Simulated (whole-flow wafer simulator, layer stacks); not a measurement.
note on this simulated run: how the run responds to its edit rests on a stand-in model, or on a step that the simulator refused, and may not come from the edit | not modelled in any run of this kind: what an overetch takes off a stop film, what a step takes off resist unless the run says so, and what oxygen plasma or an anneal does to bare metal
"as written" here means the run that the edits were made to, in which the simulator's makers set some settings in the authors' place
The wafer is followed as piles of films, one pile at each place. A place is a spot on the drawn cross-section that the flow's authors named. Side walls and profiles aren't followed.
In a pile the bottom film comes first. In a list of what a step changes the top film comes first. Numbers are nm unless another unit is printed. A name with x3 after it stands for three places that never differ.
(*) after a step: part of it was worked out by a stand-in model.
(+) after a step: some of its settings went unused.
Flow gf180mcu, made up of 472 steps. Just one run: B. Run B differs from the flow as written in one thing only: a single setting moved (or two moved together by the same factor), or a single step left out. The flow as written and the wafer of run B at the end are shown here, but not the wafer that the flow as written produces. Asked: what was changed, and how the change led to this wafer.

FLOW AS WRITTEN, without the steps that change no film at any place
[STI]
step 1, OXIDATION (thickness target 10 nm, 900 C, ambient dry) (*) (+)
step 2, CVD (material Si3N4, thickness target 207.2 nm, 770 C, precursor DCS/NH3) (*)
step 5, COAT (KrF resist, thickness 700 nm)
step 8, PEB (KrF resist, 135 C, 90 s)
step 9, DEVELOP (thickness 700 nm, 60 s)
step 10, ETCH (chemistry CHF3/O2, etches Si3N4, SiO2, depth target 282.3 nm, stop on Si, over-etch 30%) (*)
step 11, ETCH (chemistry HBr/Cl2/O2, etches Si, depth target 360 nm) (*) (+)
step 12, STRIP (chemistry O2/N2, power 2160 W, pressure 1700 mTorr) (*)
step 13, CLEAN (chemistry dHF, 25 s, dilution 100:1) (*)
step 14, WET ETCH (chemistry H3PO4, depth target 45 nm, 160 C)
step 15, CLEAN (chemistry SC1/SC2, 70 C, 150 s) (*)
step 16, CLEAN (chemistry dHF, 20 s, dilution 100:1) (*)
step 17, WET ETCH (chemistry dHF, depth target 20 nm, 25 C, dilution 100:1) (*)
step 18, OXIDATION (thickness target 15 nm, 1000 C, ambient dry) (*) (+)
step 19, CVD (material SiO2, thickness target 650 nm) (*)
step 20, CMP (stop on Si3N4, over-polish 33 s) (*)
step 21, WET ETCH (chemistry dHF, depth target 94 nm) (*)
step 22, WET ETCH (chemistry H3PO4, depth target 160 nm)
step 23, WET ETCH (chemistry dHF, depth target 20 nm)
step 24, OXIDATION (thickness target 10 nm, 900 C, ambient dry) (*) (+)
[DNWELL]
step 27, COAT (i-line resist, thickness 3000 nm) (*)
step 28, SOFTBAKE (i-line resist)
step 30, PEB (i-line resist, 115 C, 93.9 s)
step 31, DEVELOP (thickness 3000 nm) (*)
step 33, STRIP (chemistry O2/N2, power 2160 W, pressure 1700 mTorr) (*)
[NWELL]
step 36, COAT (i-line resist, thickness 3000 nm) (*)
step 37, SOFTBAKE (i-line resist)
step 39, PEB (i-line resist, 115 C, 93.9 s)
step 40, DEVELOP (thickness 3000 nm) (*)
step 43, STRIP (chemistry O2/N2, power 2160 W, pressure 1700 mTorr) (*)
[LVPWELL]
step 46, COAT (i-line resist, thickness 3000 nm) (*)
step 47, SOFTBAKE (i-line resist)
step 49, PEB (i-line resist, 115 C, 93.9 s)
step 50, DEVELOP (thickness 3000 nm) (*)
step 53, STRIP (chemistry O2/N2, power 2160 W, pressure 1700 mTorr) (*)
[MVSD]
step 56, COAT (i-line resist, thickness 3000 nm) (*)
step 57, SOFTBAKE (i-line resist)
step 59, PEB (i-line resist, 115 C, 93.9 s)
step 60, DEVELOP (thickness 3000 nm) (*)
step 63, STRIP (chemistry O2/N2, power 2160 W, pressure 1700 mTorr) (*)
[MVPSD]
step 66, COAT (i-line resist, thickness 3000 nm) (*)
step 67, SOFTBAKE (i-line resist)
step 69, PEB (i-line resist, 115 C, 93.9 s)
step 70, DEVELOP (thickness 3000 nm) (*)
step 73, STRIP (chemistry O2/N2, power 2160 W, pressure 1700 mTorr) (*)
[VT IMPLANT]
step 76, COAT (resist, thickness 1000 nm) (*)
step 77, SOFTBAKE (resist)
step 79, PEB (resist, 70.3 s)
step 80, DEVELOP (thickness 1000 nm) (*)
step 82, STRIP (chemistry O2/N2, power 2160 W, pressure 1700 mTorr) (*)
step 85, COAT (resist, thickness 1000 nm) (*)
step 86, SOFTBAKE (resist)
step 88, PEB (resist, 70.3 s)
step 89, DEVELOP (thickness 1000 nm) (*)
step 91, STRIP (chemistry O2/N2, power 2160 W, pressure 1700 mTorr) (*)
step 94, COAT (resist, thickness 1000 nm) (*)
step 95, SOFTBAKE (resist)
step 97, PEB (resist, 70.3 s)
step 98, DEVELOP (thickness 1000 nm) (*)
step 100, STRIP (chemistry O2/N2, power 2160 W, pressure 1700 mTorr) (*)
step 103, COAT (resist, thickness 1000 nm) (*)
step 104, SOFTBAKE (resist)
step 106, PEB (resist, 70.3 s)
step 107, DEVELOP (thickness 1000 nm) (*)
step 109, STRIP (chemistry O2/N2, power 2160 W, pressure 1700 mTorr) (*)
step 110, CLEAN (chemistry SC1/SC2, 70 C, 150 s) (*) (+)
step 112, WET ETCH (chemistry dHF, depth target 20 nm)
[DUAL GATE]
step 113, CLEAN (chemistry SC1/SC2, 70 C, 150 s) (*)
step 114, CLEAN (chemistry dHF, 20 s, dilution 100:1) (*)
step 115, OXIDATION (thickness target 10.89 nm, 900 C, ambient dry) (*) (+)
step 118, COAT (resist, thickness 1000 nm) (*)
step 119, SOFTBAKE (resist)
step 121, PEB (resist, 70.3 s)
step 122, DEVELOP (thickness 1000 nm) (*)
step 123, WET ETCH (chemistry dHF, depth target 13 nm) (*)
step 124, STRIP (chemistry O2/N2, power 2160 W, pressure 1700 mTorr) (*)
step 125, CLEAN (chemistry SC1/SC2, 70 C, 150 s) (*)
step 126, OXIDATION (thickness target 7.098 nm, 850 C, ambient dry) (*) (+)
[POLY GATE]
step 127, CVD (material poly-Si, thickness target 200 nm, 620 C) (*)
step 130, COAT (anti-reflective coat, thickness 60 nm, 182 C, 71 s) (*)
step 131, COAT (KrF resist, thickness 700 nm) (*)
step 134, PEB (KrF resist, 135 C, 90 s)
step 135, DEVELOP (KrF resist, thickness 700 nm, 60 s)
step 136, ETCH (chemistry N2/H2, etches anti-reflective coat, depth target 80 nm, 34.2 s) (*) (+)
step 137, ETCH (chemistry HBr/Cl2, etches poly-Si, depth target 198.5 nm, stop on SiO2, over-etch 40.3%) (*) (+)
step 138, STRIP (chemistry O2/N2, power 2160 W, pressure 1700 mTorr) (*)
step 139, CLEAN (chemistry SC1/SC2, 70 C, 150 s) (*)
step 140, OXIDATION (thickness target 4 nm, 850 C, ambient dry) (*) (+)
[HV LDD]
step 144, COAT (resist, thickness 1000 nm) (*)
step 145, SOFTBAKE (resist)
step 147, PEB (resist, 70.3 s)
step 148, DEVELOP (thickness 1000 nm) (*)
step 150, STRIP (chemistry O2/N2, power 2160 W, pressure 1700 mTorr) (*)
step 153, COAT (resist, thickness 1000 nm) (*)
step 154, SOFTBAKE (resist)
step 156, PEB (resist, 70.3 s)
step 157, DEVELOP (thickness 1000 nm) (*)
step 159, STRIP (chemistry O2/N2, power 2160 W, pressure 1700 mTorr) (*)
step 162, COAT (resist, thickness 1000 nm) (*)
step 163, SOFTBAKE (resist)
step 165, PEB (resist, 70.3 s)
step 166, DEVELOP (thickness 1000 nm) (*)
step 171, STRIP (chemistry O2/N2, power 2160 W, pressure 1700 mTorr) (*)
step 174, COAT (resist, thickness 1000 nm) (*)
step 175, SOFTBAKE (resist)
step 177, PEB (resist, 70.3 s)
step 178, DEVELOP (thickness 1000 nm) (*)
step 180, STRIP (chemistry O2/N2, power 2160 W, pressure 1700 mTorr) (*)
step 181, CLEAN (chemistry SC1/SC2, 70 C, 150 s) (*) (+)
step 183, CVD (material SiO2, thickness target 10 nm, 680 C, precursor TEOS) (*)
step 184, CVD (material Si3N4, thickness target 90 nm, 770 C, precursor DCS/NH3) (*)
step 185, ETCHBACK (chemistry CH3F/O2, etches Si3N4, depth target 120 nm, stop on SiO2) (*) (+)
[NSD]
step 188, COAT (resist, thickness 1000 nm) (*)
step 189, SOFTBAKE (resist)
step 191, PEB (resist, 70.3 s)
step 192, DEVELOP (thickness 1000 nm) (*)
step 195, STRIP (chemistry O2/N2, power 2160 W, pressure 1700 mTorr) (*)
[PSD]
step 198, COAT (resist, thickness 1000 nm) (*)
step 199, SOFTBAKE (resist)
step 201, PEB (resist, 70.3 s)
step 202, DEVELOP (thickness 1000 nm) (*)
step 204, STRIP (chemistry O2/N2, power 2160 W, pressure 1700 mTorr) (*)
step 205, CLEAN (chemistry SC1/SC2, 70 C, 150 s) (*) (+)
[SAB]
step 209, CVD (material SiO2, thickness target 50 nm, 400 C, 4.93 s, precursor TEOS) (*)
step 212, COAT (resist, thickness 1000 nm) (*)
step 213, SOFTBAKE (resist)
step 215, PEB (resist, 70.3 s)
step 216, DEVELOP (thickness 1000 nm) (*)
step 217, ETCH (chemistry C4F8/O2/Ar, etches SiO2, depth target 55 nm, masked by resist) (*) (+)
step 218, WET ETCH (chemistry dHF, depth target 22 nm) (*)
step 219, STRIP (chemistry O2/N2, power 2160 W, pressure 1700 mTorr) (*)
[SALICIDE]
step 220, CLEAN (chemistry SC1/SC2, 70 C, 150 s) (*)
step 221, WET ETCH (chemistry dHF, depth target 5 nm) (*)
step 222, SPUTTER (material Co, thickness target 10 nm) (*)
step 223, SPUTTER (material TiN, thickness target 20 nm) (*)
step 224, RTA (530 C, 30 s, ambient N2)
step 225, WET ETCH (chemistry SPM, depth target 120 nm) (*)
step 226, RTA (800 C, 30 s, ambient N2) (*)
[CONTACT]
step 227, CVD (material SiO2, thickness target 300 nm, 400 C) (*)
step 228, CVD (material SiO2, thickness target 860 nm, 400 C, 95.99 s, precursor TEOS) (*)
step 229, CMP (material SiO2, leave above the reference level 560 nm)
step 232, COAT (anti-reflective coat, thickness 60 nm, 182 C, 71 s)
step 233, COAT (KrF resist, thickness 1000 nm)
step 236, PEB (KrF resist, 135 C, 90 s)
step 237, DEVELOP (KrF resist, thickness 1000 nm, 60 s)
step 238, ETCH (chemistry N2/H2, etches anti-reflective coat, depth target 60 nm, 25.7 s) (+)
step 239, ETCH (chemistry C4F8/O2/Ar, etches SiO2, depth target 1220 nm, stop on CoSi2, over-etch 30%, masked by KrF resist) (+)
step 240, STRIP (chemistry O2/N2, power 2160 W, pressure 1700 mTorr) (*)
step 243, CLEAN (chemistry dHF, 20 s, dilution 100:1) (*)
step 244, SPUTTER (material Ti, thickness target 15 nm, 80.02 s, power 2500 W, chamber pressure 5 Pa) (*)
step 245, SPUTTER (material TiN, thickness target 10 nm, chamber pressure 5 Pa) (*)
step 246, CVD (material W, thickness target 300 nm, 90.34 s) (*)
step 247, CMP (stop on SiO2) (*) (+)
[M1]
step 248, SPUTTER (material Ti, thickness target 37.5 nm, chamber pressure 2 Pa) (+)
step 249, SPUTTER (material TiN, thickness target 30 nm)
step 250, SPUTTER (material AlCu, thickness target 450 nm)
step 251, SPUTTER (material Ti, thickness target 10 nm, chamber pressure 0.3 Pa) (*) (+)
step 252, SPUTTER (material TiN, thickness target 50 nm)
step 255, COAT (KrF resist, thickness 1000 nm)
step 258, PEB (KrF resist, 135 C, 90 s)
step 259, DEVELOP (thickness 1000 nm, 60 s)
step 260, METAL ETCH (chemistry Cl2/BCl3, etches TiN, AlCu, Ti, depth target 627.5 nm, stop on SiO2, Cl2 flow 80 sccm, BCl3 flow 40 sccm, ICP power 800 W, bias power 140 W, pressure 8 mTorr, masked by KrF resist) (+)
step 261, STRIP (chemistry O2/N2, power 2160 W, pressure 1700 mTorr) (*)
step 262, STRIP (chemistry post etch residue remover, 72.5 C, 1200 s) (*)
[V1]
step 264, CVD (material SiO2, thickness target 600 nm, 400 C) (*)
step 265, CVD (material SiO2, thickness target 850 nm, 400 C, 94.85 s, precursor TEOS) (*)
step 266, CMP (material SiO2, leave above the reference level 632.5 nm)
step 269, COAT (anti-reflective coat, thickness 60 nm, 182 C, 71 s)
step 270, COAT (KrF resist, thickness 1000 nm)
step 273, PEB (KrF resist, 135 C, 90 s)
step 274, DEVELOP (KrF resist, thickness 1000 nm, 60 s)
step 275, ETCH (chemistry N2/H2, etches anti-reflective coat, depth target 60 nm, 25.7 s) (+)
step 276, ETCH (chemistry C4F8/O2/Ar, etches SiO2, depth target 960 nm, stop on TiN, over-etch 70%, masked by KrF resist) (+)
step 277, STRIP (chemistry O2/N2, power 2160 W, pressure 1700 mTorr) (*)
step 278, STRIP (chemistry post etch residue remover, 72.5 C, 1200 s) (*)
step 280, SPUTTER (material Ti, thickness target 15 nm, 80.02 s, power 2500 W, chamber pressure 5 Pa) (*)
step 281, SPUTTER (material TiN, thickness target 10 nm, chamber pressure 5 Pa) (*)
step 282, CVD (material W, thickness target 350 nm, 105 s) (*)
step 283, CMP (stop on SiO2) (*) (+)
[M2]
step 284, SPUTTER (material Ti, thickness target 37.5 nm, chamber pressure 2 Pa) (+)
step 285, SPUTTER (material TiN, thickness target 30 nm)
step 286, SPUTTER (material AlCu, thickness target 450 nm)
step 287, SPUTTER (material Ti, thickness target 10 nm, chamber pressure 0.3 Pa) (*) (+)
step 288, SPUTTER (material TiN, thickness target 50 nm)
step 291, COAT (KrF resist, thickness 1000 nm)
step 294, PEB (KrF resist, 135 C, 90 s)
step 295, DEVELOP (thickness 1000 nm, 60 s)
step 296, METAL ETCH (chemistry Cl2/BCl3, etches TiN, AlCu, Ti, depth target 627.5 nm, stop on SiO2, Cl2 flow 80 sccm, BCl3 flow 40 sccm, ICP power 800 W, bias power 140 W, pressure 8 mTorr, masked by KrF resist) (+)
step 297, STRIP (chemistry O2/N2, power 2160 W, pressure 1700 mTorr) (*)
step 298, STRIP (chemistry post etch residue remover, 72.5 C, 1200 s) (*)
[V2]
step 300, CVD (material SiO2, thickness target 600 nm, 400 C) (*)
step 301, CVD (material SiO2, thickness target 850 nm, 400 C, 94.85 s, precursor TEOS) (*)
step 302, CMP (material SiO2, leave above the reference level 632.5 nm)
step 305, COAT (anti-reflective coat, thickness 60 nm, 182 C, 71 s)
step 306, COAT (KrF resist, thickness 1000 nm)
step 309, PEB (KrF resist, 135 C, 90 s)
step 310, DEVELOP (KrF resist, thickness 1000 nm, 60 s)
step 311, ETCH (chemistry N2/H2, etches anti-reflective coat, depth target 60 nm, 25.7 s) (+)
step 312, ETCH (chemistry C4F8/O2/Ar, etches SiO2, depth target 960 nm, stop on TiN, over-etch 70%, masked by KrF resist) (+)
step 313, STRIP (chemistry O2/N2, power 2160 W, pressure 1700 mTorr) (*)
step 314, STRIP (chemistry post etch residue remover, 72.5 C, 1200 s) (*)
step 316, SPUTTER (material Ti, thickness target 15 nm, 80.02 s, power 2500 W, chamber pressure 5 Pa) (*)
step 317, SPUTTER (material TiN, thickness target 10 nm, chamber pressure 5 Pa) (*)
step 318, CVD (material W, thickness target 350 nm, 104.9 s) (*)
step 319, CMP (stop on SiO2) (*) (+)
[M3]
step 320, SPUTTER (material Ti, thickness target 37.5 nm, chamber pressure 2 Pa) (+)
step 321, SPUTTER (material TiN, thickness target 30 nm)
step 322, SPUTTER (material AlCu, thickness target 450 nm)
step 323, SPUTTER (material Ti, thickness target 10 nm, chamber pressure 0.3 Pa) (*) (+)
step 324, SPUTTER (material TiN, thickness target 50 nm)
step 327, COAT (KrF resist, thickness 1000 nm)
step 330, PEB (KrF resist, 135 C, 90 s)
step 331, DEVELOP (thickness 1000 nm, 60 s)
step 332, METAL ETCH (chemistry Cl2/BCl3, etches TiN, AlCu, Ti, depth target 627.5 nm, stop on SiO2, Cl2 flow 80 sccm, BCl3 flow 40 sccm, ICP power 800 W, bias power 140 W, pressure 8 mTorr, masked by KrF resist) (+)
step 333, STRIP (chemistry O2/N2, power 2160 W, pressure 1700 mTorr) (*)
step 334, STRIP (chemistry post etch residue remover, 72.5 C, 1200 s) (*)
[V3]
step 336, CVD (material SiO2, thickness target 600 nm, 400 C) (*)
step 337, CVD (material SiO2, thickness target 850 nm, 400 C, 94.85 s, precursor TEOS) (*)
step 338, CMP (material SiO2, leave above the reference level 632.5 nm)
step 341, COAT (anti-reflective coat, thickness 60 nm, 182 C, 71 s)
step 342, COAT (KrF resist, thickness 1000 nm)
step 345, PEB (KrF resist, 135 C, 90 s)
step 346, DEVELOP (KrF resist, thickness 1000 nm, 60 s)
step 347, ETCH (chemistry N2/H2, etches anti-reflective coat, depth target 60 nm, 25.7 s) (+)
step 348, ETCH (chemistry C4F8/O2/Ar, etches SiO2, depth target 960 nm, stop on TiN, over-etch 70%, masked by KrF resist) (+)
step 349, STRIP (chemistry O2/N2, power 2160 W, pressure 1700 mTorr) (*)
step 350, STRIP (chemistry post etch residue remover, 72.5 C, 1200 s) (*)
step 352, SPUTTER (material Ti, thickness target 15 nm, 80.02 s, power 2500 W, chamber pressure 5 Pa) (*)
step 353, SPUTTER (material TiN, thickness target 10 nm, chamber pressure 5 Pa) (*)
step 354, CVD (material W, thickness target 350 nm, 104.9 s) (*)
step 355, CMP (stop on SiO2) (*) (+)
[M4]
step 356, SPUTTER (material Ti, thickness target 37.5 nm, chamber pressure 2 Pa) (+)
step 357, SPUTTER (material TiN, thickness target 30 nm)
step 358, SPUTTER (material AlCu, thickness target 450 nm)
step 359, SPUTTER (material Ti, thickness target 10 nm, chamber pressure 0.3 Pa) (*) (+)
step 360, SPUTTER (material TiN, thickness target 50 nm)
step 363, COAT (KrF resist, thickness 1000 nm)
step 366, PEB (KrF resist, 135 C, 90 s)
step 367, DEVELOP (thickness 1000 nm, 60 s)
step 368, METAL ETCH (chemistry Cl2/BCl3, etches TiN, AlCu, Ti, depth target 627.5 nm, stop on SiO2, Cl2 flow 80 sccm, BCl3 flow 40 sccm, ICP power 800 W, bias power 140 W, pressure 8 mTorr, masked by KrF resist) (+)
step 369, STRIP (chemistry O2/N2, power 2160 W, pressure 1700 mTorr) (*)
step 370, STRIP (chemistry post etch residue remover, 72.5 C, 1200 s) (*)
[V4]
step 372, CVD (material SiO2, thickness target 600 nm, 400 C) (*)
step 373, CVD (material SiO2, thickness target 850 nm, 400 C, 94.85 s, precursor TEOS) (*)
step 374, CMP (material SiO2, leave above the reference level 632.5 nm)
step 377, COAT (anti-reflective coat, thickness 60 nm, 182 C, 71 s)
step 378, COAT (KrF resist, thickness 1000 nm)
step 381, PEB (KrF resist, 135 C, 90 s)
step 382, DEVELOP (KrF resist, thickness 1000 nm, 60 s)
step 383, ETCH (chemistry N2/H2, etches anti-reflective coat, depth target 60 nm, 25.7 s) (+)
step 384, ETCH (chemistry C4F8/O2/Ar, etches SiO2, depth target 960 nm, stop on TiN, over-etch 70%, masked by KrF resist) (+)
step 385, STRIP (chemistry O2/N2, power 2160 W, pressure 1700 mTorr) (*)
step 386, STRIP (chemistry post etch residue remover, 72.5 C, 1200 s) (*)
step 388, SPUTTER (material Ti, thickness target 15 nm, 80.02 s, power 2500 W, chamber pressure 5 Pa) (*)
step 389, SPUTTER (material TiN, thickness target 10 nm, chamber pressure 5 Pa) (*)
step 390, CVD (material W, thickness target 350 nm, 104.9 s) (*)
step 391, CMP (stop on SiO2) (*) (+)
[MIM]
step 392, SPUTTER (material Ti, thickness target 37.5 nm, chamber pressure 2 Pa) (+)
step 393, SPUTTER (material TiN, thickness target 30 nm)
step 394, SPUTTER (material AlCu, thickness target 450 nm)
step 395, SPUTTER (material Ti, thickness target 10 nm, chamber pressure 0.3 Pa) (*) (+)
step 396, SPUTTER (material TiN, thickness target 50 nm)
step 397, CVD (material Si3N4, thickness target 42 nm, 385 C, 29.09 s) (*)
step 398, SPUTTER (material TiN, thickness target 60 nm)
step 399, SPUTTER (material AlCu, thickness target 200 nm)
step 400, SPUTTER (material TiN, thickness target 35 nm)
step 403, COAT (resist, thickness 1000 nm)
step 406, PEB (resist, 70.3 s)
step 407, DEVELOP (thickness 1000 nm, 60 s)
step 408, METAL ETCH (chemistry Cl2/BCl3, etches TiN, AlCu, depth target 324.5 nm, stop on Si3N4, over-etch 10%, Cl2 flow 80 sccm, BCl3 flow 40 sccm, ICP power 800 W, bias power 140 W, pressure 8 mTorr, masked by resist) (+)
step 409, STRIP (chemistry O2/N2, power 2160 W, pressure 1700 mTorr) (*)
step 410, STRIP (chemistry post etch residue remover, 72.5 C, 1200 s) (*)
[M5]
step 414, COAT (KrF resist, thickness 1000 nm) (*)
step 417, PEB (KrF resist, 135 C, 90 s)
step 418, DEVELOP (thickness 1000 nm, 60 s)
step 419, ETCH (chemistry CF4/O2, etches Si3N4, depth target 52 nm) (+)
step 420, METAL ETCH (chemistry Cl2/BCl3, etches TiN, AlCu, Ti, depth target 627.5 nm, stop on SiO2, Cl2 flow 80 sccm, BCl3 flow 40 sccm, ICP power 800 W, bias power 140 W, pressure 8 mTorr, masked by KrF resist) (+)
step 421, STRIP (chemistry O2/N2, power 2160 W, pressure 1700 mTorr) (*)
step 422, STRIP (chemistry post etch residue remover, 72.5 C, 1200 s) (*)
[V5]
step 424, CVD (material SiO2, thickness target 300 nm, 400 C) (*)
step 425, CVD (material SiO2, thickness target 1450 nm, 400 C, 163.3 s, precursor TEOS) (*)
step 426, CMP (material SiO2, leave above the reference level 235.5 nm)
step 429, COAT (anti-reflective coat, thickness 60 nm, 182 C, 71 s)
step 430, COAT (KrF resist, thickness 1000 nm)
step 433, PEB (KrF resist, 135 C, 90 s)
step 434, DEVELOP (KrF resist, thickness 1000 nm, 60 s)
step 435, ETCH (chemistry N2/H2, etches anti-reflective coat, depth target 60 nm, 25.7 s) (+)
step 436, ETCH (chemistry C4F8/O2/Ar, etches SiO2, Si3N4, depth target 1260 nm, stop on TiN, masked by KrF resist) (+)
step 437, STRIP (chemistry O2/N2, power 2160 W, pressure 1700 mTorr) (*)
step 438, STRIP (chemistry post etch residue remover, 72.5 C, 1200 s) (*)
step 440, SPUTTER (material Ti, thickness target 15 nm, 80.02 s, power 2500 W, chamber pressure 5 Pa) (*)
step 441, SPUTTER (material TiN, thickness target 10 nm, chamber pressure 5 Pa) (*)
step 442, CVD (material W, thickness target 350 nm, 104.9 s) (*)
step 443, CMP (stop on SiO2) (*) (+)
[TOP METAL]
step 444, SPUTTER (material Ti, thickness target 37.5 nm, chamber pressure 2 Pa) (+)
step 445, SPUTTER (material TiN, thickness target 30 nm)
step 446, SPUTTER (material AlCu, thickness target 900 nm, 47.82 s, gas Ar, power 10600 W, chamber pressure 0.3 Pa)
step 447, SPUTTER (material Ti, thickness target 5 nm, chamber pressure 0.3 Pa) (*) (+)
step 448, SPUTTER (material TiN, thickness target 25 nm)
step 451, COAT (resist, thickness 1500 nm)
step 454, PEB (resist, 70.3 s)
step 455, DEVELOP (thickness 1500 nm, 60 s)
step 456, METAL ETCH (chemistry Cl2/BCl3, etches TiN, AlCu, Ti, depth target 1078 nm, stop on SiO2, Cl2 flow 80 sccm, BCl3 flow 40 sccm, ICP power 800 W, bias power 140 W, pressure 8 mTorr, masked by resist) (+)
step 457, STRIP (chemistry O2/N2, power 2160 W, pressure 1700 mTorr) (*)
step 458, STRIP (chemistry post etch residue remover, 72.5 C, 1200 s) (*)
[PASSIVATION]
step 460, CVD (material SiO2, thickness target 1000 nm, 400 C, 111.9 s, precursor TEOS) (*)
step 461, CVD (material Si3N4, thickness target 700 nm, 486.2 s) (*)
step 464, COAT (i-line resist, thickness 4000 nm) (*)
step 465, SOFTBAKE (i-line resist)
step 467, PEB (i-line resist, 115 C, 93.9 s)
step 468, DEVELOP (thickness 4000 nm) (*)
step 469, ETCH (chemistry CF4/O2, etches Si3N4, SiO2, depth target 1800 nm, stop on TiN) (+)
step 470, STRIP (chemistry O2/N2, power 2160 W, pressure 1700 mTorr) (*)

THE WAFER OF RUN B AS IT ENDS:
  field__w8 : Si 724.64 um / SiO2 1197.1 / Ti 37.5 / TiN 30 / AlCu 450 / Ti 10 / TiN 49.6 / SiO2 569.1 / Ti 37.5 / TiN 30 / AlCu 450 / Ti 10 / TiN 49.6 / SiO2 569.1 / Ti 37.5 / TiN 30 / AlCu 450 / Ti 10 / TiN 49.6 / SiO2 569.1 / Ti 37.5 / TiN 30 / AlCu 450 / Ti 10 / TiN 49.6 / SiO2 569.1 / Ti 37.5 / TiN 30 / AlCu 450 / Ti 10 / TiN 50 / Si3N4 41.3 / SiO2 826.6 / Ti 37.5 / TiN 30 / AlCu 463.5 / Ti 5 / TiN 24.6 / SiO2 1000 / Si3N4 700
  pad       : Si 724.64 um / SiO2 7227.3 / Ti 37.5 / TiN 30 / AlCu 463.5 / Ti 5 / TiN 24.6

What caused this: step 446, SPUTTER: 25.11 s was run, while the flow as written has 47.82 s.

How this came from the change, step by step:
  step 446, SPUTTER (material AlCu, thickness target 900 nm, 47.82 s, gas Ar, power 10600 W, chamber pressure 0.3 Pa)
      field, field__w1, field__w2 and 109 more: AlCu gains 463.5 (new film) (in the flow as written it would be: AlCu gains 900 (new film))
  step 456, METAL ETCH (chemistry Cl2/BCl3, etches TiN, AlCu, Ti, depth target 1078 nm, stop on SiO2, Cl2 flow 80 sccm, BCl3 flow 40 sccm, ICP power 800 W, bias power 140 W, pressure 8 mTorr, masked by resist) (+)
      field, field__w1, field__w2 and 103 more: TiN loses 25 (all of it), Ti loses 5 (all of it), AlCu loses 463.5 (all of it), TiN loses 30 (all of it), Ti loses 37.5 (all of it) (in the flow as written it would be: TiN loses 25 (all of it), Ti loses 5 (all of it), AlCu loses 900 (all of it), TiN loses 30 (all of it), Ti loses 37.5 (all of it))
      field__w8, contact, m1, m1__w1, pad, m1_nw: resist loses 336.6 (in the flow as written it would be: resist loses 431)
  step 457, STRIP (chemistry O2/N2, power 2160 W, pressure 1700 mTorr) (*)
      field__w8, contact, m1, m1__w1, pad, m1_nw: resist loses 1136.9 (all of it) (in the flow as written it would be: resist loses 1042.5 (all of it))
  step 464, COAT (i-line resist, thickness 4000 nm) (*)
      field: i-line resist gains 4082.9 (new film) (in the flow as written it would be: i-line resist gains 4171.5 (new film))
      field__w8: i-line resist gains 3483.5 (new film) (in the flow as written it would be: i-line resist gains 3093.1 (new film))
      (as well as at 7 more places)
  step 465, SOFTBAKE (i-line resist)
      gate: i-line resist loses 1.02 (in the flow as written it would be: i-line resist gains 1.79)
      field__w11, field__w13: i-line resist gains 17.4 (in the flow as written it would be: i-line resist gains 37.6)
      (as well as at 66 more places)
  step 467, PEB (i-line resist, 115 C, 93.9 s)
      field__w8, m1__w1: i-line resist loses 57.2 (in the flow as written it would be: i-line resist loses 49.2)
      contact, m1: i-line resist loses 57.4 (in the flow as written it would be: i-line resist loses 49.6)
      (as well as at 2 more places)
  step 468, DEVELOP (thickness 4000 nm) (*)
      pad: i-line resist loses 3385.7 (all of it) (in the flow as written it would be: i-line resist loses 2960.4 (all of it))
  step 470, STRIP (chemistry O2/N2, power 2160 W, pressure 1700 mTorr) (*)
      field__w8, m1__w1: i-line resist loses 2194.4 (all of it) (in the flow as written it would be: i-line resist loses 1775.9 (all of it))
      contact: i-line resist loses 2204.2 (all of it) (in the flow as written it would be: i-line resist loses 1798.3 (all of it))
      (as well as at 2 more places)
